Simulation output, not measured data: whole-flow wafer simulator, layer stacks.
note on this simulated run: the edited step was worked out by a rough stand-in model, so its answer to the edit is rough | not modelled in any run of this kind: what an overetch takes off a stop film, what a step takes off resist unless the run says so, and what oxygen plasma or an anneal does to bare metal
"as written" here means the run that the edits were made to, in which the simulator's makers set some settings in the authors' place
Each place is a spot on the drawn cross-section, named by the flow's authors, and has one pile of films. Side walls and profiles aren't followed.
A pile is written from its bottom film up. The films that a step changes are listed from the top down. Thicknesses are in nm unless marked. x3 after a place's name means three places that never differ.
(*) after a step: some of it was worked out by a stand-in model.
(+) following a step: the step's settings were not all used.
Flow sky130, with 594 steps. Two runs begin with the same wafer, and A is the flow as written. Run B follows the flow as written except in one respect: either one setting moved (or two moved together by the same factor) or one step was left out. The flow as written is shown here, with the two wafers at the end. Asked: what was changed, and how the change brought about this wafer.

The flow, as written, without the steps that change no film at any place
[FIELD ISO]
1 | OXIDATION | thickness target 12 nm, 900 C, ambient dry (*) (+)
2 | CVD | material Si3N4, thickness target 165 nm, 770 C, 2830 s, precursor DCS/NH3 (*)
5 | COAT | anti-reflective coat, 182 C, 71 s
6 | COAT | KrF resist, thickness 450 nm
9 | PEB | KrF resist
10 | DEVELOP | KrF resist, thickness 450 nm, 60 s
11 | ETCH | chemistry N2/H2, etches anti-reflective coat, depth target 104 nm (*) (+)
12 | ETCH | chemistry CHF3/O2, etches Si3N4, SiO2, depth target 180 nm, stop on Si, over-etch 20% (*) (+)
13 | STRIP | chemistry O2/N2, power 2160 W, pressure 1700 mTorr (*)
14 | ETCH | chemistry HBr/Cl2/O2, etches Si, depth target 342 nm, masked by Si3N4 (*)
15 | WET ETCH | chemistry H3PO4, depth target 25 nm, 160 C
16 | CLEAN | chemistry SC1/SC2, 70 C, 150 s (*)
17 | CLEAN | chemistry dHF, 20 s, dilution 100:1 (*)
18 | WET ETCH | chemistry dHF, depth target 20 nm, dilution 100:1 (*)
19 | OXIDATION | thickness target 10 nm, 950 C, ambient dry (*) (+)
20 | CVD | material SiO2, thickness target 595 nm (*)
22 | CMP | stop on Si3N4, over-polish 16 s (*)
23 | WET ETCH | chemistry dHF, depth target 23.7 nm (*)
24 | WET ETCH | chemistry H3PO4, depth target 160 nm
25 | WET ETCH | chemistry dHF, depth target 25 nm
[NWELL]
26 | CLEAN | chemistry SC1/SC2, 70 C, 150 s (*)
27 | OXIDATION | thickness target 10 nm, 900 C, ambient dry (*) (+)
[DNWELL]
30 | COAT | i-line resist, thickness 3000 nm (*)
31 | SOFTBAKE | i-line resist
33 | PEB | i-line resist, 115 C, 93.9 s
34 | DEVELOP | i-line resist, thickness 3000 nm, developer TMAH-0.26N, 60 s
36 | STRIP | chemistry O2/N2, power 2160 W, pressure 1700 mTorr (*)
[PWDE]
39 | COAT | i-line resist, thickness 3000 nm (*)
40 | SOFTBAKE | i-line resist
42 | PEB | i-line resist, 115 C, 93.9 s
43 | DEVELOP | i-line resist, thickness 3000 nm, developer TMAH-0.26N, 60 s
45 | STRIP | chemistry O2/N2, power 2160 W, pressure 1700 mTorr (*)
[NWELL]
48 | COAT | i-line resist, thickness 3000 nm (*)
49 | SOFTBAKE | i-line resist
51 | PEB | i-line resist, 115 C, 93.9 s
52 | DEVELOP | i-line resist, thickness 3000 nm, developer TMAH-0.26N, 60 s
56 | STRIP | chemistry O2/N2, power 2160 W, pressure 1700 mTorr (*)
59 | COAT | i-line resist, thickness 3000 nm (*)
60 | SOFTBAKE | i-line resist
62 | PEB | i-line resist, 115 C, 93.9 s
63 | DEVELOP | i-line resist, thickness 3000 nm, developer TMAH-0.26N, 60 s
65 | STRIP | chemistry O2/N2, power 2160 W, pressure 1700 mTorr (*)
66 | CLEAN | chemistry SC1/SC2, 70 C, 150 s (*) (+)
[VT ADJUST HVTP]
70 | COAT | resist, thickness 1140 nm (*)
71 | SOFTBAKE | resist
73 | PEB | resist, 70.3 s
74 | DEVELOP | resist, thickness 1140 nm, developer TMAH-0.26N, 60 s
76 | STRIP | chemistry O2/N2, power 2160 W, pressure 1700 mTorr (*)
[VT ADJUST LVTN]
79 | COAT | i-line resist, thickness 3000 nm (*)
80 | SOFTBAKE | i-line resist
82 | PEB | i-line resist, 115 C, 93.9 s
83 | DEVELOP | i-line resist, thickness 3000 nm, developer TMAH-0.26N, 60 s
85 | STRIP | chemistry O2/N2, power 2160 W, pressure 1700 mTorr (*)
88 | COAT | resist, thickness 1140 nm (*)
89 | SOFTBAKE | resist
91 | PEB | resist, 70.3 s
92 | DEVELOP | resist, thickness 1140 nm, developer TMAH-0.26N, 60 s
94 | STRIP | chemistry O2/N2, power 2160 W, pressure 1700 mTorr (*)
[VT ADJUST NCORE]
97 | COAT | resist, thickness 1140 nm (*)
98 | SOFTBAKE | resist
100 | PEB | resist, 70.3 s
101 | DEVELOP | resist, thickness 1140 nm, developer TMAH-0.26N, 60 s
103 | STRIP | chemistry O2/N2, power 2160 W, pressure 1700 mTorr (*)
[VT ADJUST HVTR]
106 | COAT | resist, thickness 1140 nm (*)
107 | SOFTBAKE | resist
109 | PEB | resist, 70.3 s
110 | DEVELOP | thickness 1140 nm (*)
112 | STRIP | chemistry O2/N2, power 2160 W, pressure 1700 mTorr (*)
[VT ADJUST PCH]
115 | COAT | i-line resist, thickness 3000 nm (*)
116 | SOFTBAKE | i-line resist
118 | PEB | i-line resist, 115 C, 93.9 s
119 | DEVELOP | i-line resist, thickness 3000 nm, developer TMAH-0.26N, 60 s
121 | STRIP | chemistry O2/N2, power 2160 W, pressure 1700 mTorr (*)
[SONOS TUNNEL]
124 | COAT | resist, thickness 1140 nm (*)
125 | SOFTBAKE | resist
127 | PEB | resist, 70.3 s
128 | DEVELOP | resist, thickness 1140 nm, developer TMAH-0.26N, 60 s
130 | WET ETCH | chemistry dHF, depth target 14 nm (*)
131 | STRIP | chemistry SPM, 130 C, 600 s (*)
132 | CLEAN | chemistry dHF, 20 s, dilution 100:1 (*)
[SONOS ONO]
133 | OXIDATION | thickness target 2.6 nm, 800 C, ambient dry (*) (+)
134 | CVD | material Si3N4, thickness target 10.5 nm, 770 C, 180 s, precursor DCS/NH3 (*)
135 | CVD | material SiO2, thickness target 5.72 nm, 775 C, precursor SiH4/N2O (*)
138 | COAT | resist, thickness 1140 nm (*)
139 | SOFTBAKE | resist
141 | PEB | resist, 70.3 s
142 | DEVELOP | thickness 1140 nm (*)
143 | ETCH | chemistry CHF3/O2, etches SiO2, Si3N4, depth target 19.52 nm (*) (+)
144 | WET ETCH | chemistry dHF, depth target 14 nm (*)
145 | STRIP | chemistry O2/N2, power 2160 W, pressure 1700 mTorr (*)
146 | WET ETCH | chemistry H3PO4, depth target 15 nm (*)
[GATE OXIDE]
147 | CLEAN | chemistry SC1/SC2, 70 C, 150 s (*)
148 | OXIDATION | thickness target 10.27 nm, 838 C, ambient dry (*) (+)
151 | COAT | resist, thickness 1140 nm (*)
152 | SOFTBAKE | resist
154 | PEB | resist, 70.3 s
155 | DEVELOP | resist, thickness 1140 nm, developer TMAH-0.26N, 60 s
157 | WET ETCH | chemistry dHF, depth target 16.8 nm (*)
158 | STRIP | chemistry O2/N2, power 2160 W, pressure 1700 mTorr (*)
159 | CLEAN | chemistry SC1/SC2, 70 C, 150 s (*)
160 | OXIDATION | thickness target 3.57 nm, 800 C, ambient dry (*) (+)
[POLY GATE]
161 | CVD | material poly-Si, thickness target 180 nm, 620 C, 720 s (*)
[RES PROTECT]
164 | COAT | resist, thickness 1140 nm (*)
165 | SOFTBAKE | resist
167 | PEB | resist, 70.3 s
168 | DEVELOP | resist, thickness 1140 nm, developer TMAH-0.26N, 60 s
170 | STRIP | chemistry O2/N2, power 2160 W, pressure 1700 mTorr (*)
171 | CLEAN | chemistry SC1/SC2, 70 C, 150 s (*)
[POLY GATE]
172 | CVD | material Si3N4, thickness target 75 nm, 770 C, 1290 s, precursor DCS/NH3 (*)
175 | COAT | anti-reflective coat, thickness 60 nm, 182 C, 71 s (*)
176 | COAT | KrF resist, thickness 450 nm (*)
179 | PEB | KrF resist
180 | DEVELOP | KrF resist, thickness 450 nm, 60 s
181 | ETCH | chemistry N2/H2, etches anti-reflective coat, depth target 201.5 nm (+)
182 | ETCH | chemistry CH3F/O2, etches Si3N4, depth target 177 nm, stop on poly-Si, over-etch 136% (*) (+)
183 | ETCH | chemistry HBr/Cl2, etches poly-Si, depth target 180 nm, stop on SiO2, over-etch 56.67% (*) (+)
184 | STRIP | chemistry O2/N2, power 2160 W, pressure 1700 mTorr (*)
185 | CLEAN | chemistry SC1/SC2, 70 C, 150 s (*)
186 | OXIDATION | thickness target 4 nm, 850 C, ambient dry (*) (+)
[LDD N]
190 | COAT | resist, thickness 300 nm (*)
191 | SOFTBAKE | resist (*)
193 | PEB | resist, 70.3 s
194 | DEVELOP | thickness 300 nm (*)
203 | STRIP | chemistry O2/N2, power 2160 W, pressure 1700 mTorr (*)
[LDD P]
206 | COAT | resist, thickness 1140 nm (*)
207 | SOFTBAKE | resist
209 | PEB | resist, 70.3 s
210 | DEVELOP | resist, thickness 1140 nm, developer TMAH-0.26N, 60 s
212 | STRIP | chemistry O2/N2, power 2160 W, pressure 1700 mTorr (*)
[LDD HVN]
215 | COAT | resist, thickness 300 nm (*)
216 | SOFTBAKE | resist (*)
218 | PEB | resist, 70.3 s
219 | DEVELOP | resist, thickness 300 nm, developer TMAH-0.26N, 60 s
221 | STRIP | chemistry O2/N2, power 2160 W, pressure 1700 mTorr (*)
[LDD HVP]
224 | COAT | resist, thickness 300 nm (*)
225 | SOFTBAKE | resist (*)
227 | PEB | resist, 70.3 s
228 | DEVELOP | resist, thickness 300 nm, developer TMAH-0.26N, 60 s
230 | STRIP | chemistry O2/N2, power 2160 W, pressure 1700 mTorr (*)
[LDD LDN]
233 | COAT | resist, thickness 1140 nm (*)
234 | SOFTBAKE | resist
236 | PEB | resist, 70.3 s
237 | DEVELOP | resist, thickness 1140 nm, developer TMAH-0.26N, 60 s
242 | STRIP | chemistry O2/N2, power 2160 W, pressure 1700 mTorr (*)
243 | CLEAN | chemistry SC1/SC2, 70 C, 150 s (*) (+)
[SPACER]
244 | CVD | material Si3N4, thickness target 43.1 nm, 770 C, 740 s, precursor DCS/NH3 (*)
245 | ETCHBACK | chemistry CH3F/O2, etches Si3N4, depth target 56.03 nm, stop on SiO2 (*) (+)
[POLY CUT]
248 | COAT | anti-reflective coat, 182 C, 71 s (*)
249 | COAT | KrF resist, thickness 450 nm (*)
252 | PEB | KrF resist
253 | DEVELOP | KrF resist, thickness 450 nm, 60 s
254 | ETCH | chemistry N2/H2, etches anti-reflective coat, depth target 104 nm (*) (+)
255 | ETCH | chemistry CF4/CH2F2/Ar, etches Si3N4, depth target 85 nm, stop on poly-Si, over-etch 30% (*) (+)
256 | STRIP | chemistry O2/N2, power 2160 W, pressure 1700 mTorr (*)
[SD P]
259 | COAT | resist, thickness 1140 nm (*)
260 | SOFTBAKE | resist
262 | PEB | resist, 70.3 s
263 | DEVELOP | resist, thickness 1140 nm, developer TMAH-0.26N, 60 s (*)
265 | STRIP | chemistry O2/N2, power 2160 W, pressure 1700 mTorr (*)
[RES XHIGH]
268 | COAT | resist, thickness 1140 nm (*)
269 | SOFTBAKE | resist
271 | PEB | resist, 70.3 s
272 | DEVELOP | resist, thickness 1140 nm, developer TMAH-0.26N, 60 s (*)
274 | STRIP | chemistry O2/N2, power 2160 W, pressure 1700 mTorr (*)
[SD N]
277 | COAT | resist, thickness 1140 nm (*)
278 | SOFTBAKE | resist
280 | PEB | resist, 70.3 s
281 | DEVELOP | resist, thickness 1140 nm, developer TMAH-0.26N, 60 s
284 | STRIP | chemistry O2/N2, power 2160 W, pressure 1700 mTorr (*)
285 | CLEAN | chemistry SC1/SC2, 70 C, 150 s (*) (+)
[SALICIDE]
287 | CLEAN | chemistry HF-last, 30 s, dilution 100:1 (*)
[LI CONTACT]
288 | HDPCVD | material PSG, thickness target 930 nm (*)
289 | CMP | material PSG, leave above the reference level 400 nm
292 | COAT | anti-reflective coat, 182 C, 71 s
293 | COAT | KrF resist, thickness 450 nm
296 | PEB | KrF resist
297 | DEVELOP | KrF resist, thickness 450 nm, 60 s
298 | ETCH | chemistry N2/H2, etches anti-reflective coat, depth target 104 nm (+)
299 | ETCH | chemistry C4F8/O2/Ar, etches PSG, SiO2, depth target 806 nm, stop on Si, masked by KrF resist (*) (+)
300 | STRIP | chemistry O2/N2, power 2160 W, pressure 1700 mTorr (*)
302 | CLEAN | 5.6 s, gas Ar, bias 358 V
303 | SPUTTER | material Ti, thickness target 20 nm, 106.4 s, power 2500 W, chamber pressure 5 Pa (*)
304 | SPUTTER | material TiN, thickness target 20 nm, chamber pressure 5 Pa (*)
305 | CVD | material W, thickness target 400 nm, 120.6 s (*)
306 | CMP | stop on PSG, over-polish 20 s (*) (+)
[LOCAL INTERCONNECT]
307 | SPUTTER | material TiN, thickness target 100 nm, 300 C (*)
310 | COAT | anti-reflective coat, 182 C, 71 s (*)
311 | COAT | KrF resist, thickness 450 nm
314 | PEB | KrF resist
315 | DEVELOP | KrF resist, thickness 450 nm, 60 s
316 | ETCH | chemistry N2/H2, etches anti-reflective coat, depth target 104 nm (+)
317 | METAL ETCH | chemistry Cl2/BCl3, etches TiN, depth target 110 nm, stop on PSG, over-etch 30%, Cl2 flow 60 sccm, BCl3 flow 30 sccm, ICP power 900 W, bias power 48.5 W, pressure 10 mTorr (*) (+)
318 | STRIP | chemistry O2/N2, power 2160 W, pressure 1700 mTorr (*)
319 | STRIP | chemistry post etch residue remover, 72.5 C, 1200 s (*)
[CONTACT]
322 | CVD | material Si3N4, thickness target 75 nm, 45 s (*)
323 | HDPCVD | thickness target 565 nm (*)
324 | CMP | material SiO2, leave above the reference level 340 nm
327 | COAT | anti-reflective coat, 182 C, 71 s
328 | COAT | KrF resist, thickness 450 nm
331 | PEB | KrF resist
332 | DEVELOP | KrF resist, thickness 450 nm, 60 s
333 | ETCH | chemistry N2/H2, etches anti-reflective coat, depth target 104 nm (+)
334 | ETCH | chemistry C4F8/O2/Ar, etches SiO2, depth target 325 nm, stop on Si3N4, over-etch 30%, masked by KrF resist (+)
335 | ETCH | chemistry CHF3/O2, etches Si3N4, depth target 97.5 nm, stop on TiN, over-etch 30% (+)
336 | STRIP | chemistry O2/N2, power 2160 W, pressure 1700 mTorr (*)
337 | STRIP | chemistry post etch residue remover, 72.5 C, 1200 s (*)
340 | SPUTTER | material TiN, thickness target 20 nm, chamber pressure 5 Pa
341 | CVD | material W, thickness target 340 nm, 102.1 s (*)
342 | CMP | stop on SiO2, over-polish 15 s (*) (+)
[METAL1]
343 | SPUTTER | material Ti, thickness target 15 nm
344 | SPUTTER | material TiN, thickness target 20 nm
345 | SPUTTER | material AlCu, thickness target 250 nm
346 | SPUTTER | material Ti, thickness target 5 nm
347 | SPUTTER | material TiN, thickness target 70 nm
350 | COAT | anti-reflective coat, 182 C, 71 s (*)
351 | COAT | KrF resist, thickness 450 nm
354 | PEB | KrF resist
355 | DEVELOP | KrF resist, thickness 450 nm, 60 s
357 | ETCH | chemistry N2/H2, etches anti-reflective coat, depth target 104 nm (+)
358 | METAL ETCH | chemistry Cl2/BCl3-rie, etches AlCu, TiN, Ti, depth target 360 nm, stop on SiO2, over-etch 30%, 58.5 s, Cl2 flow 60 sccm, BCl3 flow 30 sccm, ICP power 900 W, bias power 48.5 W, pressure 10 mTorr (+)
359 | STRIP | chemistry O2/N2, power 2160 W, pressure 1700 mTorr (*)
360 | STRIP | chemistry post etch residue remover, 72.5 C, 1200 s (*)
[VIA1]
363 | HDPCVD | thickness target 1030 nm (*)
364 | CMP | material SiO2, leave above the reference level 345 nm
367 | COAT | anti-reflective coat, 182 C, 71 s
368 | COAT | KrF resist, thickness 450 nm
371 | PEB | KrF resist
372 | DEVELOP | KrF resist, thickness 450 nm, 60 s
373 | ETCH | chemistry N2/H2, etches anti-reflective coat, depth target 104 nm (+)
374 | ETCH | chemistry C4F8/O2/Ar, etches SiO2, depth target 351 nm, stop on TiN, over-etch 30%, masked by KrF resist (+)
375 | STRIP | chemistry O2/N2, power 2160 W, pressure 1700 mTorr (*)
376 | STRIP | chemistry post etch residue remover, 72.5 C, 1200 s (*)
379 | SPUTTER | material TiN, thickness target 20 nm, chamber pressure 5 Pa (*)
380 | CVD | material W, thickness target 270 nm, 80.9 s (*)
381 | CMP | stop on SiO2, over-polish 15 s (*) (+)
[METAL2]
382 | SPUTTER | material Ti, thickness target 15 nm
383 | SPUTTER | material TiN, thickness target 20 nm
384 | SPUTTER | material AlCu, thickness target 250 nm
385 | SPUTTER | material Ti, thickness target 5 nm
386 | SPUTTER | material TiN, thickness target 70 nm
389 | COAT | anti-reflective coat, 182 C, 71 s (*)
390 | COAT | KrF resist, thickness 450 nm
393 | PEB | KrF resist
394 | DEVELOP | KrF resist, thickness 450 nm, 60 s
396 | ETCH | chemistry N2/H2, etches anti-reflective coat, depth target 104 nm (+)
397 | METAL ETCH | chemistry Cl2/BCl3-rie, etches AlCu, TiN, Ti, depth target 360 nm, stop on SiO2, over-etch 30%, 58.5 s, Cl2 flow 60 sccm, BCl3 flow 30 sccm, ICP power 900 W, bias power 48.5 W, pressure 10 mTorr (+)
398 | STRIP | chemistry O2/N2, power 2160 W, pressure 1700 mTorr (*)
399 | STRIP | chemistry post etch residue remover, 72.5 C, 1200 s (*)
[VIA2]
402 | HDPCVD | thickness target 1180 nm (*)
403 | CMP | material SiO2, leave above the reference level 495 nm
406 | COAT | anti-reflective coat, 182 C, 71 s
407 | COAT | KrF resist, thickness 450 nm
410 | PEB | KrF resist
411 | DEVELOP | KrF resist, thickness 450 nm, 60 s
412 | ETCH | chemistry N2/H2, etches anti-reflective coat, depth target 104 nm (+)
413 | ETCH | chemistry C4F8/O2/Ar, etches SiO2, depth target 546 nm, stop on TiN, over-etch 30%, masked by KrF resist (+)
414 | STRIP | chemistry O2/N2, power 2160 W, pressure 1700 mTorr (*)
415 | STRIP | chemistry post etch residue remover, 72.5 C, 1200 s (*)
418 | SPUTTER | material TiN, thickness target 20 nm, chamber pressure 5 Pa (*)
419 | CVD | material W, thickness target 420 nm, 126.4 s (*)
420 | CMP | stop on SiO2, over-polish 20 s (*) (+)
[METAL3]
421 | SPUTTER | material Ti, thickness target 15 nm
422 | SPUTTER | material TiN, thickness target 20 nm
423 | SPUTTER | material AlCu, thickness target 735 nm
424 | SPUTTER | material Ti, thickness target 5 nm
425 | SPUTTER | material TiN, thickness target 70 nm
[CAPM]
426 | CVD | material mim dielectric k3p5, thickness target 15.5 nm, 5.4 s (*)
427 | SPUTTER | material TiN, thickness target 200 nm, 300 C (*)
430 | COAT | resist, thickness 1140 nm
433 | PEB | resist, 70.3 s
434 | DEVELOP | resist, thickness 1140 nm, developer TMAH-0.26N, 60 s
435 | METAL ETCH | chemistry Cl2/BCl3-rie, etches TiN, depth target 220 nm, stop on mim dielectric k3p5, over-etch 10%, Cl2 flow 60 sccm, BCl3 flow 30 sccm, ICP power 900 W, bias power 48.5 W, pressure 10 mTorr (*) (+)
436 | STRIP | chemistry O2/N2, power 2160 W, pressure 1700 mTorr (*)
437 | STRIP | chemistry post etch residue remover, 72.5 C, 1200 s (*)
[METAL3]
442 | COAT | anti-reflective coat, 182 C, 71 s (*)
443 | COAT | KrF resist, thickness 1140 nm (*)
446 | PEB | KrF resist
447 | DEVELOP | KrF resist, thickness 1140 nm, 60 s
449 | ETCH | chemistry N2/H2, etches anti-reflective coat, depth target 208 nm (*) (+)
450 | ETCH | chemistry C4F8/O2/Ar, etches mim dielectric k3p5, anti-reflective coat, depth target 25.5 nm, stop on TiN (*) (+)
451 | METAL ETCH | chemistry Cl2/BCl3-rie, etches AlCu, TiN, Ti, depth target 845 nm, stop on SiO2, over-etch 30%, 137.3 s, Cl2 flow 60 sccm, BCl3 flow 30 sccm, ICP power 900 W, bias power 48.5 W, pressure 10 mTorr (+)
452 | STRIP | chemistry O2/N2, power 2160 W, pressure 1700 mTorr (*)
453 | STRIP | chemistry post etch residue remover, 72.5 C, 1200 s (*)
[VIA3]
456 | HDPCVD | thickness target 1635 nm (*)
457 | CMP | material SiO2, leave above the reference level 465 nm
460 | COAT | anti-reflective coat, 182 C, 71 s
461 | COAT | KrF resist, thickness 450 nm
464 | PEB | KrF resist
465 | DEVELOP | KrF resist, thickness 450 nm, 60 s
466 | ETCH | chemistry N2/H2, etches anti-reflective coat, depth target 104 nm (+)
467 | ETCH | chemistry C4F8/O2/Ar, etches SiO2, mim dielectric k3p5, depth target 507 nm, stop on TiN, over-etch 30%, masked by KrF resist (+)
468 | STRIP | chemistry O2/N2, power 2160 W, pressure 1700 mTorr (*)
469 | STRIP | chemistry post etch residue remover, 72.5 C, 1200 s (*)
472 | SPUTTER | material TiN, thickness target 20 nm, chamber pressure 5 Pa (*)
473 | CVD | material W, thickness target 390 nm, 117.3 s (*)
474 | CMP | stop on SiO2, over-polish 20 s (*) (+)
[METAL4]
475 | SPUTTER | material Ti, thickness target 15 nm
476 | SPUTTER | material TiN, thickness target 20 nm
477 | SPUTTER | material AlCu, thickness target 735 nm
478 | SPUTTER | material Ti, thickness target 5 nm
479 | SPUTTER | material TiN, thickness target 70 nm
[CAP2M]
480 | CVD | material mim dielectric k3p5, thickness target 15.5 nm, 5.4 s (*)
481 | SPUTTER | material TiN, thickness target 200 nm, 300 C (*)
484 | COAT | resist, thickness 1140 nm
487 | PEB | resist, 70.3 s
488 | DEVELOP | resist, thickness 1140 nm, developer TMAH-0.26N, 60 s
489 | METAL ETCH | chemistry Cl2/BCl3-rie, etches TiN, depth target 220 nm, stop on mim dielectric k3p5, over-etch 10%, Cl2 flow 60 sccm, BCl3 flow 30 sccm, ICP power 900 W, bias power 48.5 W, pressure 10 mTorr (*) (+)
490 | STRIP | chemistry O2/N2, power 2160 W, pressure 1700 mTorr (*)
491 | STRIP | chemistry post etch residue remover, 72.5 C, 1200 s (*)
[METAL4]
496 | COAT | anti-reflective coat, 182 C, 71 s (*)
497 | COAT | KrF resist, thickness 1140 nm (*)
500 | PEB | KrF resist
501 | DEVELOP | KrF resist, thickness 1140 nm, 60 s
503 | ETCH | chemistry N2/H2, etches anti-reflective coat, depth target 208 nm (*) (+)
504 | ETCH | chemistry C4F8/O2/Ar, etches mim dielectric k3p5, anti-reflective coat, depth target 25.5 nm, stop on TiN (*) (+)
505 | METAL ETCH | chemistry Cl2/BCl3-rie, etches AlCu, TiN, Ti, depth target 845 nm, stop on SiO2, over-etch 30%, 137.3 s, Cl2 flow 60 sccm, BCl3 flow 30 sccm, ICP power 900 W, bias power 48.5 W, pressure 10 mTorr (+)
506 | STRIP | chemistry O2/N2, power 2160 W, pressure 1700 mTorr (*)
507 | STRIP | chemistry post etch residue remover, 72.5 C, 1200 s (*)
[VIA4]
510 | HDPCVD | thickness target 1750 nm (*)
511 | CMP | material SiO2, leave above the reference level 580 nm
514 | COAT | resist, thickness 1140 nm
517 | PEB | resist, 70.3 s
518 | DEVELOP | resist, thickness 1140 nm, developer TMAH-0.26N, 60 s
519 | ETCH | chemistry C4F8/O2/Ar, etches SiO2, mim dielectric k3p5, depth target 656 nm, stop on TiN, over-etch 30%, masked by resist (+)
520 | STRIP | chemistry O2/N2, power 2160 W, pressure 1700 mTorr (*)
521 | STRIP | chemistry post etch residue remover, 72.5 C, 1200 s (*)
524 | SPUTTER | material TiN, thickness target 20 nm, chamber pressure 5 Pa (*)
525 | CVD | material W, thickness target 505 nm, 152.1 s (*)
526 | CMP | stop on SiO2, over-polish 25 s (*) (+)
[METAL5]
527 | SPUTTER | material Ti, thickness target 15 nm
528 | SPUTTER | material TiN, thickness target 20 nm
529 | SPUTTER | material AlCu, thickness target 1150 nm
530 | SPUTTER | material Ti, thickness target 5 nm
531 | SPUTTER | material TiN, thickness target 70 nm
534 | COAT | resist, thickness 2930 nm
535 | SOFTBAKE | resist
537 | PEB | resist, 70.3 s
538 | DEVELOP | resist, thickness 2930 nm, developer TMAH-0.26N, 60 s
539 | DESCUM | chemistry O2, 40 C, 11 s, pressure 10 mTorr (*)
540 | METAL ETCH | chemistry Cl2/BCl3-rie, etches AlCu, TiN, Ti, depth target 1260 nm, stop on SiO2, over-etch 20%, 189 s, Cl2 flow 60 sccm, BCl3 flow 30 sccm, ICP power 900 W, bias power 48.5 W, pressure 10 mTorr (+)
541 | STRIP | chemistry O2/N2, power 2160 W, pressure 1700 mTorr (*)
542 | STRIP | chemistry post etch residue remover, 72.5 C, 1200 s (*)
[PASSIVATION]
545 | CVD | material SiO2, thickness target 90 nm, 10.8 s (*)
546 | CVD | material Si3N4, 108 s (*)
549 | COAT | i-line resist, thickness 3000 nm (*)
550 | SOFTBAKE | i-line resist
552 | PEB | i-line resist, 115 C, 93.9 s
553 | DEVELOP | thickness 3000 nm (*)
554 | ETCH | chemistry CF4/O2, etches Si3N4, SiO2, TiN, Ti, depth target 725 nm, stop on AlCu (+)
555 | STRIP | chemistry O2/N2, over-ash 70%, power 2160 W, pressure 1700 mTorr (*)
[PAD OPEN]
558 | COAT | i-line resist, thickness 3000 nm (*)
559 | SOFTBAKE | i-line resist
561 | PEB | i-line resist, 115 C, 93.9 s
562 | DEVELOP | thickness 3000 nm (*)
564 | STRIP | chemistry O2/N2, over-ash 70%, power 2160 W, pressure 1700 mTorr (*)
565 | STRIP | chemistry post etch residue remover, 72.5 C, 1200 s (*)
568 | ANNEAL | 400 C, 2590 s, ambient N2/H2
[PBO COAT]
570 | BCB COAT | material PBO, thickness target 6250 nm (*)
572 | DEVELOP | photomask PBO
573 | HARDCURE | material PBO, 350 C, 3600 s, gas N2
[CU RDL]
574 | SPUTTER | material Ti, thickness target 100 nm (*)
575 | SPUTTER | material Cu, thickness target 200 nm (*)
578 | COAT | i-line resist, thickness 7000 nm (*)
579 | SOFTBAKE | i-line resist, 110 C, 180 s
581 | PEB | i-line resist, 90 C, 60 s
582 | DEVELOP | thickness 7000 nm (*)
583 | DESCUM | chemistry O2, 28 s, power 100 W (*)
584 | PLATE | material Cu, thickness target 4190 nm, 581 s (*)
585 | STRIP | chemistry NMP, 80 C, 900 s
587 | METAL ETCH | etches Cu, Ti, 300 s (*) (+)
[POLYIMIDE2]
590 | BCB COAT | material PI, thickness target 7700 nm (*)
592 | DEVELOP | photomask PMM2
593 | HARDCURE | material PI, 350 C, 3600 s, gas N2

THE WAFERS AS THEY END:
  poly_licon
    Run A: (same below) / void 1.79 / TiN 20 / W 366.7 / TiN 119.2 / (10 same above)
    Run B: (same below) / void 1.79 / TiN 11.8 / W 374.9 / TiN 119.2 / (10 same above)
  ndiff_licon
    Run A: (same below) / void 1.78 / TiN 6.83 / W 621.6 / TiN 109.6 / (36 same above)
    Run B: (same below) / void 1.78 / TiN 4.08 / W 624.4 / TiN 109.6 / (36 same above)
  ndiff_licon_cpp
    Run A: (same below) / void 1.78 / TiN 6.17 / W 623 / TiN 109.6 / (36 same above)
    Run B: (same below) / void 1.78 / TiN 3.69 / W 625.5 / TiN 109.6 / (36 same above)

What caused this: step 304, SPUTTER: thickness target 11.8 nm was run, while the flow as written has thickness target 20 nm.
The wafer itself shows it: poly_licon has TiN 11.8, and step 304 as written asks for 20 nm.

Step by step, how the change led to this:
  304 | SPUTTER | material TiN, thickness target 20 nm, chamber pressure 5 Pa (*)
      field, active, n_well and 185 more: A TiN gains 20 (new film) | B TiN gains 11.8 (new film)
      ndiff_licon: A TiN gains 6.83 (new film) | B TiN gains 4.08 (new film)
      (also at 2 further places)
  306 | CMP | stop on PSG, over-polish 20 s (*) (+)
      field, active, n_well and 184 more: A W loses 400 (all of it), TiN loses 20 (all of it), Ti loses 20 (all of it), PSG loses 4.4 | B W loses 400 (all of it), TiN loses 11.8 (all of it), Ti loses 20 (all of it), PSG loses 4.4
      poly_licon: A W loses 33.3 | B W loses 25.1
